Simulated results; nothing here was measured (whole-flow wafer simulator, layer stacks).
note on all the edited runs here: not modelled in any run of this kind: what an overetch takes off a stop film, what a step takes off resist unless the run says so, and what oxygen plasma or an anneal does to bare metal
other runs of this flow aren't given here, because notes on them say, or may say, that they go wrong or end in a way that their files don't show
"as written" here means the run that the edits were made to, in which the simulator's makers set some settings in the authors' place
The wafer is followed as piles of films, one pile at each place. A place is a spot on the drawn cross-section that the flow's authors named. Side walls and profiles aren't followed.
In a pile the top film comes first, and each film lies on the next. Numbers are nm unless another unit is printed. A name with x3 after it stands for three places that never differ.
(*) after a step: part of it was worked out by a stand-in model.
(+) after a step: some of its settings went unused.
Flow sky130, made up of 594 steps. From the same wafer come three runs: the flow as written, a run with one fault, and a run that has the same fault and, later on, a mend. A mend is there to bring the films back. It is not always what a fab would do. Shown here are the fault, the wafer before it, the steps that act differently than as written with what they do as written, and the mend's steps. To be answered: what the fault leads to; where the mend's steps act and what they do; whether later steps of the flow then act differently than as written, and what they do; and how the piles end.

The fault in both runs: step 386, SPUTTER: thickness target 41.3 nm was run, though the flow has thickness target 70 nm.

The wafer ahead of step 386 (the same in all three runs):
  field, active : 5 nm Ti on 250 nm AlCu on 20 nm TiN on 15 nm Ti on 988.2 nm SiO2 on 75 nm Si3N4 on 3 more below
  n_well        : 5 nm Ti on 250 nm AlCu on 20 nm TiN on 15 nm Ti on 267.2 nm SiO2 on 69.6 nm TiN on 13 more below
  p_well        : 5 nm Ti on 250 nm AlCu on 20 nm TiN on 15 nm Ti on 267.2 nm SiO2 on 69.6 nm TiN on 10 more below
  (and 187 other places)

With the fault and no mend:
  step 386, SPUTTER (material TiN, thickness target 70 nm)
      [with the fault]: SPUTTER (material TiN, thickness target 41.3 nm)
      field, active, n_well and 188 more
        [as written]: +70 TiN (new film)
        [with the fault]: +41.3 TiN (new film)
  Steps further on in the flow that do not act as written (10 more steps, not shown, differ only slightly: by at most 2% or 0.5 nm, whichever is larger):
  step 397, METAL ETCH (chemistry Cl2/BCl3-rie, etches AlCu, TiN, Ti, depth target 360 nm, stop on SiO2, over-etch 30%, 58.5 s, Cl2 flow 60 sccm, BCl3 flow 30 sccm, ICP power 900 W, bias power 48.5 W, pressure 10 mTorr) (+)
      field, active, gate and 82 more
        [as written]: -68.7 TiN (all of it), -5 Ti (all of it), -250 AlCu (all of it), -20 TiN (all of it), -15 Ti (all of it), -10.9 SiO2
        [with the fault]: -40 TiN (all of it), -5 Ti (all of it), -250 AlCu (all of it), -20 TiN (all of it), -15 Ti (all of it), -13.8 SiO2
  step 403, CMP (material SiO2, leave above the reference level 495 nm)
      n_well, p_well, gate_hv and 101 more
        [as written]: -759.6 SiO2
        [with the fault]: -730.9 SiO2
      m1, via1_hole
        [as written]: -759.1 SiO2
        [with the fault]: -730.4 SiO2
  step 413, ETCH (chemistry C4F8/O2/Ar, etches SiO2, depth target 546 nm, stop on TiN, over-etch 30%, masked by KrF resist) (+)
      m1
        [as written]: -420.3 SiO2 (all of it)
        [with the fault]: -449 SiO2 (all of it)
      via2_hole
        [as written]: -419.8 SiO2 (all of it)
        [with the fault]: -448.5 SiO2 (all of it)
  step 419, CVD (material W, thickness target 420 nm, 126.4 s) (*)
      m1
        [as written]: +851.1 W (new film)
        [with the fault]: +880.2 W (new film)
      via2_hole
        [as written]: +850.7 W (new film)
        [with the fault]: +879.7 W (new film)
  At n_well, p_well, gate_hv and 103 more, the piles at the end differ from the flow's by more than 2% or 0.5 nm, whichever is larger.
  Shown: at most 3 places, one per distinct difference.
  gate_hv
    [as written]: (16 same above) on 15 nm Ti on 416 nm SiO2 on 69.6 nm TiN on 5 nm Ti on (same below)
    [with the fault]: (16 same above) on 15 nm Ti on 444.7 nm SiO2 on 40.9 nm TiN on 5 nm Ti on (same below)
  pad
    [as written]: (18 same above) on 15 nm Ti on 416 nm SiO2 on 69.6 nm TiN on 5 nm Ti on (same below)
    [with the fault]: (18 same above) on 15 nm Ti on 444.7 nm SiO2 on 40.9 nm TiN on 5 nm Ti on (same below)
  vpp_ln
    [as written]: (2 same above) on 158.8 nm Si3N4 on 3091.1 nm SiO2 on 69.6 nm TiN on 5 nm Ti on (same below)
    [with the fault]: (2 same above) on 158.8 nm Si3N4 on 3119.8 nm SiO2 on 40.9 nm TiN on 5 nm Ti on (same below)

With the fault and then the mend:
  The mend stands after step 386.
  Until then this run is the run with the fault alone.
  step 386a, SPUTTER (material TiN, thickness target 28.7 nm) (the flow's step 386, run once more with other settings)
      field, active, n_well and 188 more
        +28.7 TiN
  None of the later steps of the flow acts differently than as written at any place that is followed.
  At every place that both follow, the piles at the end match the flow's.
